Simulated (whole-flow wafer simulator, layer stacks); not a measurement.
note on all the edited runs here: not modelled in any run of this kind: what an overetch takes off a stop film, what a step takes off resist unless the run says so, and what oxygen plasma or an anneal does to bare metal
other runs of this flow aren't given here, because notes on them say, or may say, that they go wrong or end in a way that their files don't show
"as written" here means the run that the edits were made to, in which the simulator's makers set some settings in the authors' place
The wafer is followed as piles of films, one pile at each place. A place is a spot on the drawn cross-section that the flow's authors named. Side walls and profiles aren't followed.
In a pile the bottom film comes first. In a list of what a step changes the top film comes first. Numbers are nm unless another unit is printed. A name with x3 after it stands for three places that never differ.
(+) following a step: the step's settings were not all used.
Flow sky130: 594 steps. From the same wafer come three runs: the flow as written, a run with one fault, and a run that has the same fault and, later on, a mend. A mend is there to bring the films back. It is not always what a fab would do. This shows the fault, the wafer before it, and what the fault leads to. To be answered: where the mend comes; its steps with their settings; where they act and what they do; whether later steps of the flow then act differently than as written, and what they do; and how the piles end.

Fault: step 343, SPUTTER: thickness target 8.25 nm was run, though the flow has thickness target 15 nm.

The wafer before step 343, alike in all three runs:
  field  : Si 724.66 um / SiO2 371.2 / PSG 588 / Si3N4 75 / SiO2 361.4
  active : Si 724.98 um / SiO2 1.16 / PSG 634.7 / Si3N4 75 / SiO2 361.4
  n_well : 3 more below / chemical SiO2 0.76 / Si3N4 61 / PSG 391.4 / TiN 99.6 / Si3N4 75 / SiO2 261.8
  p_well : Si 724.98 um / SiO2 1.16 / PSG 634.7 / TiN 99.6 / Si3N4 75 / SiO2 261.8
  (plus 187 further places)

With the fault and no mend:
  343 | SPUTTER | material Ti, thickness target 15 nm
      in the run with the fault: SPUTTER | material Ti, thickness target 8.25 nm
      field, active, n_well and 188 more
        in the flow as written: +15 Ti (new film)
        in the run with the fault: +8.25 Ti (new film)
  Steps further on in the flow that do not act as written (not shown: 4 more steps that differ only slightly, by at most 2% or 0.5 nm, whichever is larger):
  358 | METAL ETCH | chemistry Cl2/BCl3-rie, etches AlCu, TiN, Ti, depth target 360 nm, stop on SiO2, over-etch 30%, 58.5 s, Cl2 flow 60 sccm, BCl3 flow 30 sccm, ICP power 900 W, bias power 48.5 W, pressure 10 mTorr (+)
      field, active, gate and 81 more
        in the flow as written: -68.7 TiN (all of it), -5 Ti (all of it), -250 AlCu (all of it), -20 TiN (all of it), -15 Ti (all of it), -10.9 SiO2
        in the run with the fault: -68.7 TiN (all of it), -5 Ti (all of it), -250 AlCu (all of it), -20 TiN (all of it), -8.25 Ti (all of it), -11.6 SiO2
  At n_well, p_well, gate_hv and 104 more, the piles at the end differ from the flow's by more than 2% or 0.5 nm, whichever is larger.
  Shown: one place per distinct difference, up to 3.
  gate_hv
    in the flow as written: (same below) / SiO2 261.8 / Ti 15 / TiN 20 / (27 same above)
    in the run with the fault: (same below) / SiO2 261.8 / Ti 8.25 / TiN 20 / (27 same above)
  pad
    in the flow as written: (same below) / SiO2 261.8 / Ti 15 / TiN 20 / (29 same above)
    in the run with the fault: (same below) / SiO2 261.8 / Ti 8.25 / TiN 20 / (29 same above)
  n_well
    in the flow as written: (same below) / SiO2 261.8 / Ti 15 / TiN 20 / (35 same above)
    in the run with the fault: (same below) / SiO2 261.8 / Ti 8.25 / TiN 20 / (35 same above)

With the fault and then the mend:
  The mend follows step 343.
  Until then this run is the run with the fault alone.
  343a | SPUTTER | material Ti, thickness target 6.75 nm (the flow's step 343, run once more with other settings)
      field, active, n_well and 188 more
        +6.75 Ti
  None of the later steps of the flow acts differently than as written at any place that is followed.
  By the end, the piles equal the flow's at every place that both follow.
